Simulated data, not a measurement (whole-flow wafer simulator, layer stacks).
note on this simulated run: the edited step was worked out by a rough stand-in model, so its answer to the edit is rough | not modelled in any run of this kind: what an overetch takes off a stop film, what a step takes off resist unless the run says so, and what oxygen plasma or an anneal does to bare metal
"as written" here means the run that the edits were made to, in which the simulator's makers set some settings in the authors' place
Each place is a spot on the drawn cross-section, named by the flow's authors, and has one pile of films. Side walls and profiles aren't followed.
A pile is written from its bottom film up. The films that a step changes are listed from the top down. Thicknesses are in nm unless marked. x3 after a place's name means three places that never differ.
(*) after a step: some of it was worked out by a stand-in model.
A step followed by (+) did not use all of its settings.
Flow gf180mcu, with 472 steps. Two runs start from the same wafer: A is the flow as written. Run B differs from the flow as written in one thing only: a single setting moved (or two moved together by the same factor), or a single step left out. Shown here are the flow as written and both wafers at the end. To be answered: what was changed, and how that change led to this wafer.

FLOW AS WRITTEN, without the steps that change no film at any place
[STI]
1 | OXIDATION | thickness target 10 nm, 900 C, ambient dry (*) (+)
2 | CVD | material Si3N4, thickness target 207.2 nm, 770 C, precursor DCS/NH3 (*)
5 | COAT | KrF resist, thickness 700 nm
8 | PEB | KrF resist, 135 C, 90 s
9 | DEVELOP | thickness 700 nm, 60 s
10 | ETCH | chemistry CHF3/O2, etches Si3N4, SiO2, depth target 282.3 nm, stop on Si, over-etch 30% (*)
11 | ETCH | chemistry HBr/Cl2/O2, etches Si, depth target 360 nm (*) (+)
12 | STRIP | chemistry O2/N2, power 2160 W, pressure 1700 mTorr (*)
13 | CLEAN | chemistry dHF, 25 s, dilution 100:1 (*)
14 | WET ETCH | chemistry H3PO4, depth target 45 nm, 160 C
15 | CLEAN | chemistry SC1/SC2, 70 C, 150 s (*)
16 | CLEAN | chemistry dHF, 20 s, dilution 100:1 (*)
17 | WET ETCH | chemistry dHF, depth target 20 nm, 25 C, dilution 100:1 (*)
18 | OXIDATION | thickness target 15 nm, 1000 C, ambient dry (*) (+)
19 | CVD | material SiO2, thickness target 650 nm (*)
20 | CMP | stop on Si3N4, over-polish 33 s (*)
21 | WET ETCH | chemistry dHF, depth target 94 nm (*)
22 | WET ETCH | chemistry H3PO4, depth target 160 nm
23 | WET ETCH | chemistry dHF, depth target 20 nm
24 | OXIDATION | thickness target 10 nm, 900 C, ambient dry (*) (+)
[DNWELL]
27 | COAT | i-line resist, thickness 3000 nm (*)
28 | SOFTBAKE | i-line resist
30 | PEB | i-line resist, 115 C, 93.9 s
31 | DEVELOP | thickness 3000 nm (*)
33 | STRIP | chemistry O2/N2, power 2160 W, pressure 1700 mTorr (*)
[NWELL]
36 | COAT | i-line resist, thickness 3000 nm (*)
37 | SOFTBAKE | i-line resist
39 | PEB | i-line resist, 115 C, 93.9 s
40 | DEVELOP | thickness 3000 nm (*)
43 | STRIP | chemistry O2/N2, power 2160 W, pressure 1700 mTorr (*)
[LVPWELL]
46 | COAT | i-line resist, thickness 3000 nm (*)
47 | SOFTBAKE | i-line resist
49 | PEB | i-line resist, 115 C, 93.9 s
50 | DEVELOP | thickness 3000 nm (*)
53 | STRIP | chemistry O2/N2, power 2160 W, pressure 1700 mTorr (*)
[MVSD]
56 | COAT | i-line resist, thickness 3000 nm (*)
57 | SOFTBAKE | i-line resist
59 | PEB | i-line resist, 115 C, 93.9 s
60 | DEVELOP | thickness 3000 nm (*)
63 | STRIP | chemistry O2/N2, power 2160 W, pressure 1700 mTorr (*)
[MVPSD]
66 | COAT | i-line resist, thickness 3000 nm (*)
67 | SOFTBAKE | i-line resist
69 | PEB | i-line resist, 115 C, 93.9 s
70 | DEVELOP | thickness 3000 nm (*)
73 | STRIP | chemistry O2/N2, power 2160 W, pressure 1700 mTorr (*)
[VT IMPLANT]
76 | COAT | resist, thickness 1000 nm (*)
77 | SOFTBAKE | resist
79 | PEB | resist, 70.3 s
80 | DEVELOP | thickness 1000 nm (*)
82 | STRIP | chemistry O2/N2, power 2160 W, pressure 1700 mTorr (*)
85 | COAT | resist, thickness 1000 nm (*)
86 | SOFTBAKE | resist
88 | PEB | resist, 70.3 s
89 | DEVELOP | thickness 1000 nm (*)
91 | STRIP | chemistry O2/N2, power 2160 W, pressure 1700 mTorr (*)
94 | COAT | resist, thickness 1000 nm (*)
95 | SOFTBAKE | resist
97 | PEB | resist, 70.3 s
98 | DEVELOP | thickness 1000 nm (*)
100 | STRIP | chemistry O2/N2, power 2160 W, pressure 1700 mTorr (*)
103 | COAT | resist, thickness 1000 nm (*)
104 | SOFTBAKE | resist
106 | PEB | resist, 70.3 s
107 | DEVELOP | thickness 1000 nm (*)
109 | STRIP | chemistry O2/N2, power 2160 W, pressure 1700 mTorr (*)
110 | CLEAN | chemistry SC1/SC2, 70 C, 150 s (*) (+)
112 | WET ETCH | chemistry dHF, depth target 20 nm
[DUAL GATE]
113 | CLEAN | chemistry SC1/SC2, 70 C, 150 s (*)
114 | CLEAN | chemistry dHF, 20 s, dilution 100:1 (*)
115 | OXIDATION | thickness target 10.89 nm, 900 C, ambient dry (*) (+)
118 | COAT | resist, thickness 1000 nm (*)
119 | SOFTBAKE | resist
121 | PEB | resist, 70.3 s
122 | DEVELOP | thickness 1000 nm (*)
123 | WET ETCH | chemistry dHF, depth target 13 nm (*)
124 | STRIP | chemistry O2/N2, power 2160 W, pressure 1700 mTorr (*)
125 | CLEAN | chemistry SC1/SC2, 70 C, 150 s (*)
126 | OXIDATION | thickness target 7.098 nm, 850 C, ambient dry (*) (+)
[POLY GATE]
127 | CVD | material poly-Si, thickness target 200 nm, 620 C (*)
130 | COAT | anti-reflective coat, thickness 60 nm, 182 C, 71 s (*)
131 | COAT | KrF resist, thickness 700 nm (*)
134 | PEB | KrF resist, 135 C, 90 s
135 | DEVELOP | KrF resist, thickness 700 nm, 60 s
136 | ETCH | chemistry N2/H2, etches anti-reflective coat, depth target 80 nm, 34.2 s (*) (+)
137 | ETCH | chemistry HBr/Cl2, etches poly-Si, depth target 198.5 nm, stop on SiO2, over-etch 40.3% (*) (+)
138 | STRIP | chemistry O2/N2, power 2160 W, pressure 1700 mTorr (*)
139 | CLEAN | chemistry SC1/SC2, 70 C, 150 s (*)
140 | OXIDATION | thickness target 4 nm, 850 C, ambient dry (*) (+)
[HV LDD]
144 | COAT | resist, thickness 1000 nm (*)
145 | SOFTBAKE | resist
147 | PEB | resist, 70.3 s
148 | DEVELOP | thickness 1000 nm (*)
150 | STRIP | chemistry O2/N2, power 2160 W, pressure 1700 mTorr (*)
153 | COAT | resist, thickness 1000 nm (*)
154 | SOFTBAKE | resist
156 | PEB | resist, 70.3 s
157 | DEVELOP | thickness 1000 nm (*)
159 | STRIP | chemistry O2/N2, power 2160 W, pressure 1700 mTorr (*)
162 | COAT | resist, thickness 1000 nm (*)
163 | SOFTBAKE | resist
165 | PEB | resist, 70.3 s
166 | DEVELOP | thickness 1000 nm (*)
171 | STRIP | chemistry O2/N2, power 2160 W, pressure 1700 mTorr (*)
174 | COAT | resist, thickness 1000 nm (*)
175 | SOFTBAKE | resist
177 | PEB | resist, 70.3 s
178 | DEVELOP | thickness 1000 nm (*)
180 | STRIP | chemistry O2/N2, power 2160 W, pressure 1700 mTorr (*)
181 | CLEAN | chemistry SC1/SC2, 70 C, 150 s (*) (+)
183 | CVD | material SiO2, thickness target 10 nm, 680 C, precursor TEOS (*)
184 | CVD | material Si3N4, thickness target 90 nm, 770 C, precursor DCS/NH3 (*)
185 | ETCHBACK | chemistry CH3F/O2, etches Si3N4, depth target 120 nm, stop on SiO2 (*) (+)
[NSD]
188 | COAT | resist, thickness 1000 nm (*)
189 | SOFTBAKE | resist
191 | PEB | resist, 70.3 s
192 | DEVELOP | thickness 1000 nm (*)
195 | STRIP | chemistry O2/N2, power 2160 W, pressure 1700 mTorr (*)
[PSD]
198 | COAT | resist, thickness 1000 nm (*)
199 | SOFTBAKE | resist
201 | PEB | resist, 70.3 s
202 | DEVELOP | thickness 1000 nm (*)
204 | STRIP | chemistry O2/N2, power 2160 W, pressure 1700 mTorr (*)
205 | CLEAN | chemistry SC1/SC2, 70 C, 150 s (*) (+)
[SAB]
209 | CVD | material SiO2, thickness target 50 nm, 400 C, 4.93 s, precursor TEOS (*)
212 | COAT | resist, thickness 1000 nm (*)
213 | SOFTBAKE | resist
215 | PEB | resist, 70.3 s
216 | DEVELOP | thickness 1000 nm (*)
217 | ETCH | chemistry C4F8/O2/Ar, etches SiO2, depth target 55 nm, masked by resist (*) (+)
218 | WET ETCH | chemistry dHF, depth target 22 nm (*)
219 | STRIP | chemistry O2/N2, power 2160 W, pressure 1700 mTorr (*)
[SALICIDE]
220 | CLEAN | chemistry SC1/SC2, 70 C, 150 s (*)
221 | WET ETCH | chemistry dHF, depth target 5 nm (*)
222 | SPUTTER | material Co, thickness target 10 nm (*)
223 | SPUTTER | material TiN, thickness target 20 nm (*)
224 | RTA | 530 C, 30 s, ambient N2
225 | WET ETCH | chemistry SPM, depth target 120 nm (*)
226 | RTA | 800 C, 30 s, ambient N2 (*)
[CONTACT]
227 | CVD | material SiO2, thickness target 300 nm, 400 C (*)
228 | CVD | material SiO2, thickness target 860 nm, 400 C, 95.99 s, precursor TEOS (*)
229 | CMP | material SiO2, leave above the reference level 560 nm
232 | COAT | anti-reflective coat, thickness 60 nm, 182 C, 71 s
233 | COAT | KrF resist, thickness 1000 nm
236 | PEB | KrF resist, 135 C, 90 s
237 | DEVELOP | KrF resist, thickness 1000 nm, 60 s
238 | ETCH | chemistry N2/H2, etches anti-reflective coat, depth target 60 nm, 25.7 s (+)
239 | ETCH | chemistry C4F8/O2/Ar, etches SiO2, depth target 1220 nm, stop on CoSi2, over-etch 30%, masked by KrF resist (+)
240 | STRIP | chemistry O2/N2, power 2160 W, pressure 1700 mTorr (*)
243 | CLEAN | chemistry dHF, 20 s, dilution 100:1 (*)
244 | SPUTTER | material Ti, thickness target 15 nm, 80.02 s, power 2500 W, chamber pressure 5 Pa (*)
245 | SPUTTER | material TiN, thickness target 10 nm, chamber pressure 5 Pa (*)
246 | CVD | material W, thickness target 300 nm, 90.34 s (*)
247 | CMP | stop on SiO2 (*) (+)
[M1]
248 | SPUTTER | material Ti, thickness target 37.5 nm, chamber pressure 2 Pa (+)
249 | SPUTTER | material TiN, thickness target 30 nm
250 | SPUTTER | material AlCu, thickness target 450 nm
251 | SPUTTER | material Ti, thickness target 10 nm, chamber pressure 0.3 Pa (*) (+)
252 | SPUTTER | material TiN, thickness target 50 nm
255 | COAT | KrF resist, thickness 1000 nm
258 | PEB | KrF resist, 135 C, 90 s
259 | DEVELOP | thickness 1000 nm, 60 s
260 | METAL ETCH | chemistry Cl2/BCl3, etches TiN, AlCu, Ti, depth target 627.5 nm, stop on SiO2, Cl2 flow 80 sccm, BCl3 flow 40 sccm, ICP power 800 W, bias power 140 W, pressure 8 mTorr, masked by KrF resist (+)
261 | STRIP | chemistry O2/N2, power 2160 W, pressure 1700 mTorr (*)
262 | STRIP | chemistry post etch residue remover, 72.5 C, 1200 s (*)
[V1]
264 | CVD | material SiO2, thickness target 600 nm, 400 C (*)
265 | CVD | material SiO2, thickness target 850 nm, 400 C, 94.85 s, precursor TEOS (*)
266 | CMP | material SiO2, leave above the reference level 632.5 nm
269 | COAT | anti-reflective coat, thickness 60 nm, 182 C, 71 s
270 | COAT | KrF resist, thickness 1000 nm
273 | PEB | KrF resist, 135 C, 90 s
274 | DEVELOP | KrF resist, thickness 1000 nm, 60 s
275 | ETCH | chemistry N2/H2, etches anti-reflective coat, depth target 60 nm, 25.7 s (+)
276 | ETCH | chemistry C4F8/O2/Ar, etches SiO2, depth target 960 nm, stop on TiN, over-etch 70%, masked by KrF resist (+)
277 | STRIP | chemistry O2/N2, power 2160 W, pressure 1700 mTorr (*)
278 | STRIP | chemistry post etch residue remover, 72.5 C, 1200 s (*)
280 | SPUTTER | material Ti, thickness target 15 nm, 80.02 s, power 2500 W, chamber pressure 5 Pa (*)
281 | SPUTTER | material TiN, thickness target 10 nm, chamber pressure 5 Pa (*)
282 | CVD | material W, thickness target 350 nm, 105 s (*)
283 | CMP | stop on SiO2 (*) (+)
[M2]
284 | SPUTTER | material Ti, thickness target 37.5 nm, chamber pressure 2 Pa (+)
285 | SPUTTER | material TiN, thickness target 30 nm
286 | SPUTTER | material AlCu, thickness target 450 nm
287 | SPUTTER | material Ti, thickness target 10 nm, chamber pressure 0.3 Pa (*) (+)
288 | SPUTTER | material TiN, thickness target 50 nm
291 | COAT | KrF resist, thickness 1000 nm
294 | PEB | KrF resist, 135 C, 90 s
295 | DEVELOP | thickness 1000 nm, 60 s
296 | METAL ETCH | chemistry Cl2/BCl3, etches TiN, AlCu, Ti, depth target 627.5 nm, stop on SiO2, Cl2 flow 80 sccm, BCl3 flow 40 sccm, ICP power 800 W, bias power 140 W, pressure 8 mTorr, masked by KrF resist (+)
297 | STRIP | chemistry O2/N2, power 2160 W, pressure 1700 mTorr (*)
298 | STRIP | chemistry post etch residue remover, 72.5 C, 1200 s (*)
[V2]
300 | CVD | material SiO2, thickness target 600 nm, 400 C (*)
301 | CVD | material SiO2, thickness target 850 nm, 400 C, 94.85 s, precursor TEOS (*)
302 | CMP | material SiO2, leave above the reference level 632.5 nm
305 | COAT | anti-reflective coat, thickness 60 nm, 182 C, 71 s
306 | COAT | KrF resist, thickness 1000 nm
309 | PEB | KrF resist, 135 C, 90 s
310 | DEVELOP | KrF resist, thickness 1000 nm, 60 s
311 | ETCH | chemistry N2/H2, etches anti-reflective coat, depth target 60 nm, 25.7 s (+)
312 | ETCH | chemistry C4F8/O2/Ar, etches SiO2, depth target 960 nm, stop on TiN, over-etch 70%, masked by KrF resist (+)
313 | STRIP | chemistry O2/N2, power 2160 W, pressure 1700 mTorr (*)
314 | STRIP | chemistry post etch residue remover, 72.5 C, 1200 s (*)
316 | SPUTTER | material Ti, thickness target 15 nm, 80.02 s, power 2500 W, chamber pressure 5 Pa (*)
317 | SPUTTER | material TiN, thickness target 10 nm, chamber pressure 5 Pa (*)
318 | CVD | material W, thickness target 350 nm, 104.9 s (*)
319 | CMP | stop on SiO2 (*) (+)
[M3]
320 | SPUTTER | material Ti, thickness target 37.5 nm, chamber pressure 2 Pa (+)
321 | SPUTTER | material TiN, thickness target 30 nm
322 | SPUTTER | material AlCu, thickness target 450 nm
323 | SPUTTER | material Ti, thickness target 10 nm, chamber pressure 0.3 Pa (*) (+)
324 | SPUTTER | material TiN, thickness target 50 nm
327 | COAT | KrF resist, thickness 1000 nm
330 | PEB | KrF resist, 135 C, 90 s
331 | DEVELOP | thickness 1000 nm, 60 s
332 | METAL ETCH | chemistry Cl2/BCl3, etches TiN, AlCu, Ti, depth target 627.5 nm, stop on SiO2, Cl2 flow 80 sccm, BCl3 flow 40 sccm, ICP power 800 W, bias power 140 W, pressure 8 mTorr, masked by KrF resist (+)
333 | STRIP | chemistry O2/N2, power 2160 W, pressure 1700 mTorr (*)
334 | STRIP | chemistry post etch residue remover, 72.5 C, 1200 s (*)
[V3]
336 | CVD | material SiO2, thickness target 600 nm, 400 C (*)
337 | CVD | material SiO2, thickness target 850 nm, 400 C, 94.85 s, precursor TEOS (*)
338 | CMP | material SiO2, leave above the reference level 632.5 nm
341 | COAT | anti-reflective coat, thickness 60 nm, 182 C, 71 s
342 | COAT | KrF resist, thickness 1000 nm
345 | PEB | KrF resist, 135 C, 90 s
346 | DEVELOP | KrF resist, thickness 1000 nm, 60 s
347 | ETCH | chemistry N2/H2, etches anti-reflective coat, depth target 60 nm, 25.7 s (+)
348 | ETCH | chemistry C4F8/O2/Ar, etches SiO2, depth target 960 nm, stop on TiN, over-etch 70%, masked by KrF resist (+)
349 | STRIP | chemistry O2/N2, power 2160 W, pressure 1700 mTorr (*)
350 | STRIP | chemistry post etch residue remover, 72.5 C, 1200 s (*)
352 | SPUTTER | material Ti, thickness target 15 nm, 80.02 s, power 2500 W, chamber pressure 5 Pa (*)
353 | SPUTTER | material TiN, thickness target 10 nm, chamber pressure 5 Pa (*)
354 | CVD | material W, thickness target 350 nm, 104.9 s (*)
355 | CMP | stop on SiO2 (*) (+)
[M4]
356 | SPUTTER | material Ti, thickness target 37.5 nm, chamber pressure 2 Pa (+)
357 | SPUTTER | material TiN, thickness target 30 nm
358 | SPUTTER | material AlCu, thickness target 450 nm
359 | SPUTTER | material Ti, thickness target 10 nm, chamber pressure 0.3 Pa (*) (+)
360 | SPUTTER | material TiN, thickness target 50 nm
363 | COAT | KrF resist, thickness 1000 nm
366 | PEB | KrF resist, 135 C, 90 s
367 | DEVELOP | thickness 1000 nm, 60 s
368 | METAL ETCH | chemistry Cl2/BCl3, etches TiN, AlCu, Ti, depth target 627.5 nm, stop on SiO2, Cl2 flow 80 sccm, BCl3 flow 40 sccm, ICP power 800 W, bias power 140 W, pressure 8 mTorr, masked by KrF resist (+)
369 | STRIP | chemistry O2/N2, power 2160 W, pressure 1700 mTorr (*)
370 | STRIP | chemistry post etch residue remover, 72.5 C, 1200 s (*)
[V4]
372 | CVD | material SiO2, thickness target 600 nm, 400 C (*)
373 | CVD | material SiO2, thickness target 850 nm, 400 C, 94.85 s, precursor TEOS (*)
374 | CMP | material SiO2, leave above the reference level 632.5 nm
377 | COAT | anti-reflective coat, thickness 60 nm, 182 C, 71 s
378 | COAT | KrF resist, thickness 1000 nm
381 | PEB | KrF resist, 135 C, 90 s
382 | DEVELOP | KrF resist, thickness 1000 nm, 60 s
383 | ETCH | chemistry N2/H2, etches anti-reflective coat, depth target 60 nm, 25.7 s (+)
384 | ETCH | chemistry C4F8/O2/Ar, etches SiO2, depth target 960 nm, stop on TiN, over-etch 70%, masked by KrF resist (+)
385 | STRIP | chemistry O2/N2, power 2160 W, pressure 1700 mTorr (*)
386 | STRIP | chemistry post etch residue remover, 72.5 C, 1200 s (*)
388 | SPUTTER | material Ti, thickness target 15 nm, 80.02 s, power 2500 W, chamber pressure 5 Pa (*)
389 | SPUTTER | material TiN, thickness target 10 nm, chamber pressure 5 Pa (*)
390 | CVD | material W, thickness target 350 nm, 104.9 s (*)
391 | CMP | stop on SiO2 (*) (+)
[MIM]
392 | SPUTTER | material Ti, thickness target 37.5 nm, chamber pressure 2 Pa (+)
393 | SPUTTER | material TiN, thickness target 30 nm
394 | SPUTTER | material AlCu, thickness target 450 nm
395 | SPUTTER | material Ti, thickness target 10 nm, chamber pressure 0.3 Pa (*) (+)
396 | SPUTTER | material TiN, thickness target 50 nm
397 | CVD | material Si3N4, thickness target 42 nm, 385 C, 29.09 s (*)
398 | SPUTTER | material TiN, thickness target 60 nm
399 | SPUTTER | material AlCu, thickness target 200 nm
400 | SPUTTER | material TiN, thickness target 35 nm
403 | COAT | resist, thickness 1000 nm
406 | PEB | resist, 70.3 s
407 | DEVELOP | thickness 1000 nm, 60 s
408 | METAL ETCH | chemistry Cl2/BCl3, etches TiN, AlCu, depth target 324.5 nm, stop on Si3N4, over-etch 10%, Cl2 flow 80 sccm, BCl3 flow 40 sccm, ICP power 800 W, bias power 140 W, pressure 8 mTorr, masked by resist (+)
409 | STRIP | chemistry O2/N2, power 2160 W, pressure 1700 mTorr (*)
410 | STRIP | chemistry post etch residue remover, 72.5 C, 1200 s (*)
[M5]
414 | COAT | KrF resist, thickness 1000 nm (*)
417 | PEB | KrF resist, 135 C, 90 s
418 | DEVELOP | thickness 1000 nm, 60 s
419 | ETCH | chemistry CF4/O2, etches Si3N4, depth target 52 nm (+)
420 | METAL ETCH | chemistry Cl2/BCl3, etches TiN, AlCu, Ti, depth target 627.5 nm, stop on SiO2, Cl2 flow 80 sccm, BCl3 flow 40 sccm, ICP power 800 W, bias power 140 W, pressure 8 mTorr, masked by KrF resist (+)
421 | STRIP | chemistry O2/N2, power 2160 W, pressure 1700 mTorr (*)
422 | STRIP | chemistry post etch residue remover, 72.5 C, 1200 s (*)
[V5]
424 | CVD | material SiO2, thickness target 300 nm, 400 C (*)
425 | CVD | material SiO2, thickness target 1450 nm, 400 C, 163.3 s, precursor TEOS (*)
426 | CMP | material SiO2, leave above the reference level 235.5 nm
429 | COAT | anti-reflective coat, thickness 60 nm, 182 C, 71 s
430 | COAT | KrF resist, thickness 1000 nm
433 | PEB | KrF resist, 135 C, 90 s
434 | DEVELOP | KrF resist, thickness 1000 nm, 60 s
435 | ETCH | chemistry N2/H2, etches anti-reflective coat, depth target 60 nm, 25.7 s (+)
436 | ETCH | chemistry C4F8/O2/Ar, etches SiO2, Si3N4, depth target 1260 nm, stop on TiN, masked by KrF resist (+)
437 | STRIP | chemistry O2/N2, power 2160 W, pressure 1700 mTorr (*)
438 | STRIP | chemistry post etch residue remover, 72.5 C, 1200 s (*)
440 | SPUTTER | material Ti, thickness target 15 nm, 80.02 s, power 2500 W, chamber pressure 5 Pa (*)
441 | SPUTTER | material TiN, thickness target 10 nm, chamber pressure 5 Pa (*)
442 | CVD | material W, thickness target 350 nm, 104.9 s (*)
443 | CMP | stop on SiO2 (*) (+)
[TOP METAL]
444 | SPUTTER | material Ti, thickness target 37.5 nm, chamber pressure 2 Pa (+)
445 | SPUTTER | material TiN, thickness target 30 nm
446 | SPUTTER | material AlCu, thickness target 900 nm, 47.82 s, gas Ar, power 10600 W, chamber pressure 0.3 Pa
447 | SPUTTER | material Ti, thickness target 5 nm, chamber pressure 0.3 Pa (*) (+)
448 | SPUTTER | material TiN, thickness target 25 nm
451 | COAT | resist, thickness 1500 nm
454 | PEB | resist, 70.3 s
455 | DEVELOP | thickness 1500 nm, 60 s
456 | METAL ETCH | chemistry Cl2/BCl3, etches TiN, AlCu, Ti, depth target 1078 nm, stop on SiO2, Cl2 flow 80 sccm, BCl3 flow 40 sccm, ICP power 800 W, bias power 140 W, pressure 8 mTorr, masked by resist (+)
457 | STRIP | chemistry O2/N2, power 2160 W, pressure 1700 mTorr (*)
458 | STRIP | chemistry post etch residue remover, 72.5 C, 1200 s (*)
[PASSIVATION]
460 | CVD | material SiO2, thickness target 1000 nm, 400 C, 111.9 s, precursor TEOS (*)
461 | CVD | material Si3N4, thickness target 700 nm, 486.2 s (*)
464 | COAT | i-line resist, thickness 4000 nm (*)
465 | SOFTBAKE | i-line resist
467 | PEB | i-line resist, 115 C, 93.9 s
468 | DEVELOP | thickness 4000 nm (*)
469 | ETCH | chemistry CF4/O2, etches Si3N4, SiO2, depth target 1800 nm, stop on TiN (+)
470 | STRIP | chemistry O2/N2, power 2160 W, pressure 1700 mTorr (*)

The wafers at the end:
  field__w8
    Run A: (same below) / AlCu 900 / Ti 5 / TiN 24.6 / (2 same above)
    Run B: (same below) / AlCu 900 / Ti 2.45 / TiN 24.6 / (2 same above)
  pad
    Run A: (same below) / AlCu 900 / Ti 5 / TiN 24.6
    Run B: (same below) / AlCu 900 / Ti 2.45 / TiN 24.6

What caused this: step 447, SPUTTER: thickness target 2.45 nm was run, while the flow as written has thickness target 5 nm.
One can read it off the wafer: field__w8 has Ti 2.45, and step 447 as written asks for 5 nm.

How this came from the change, step by step:
  447 | SPUTTER | material Ti, thickness target 5 nm, chamber pressure 0.3 Pa (*) (+)
      field, field__w1, field__w2 and 109 more: A +5 Ti (new film) | B +2.45 Ti (new film)
  456 | METAL ETCH | chemistry Cl2/BCl3, etches TiN, AlCu, Ti, depth target 1078 nm, stop on SiO2, Cl2 flow 80 sccm, BCl3 flow 40 sccm, ICP power 800 W, bias power 140 W, pressure 8 mTorr, masked by resist (+)
      field, field__w1, field__w2 and 103 more: A -25 TiN (all of it), -5 Ti (all of it), -900 AlCu (all of it), -30 TiN (all of it), -37.5 Ti (all of it) | B -25 TiN (all of it), -2.45 Ti (all of it), -900 AlCu (all of it), -30 TiN (all of it), -37.5 Ti (all of it)
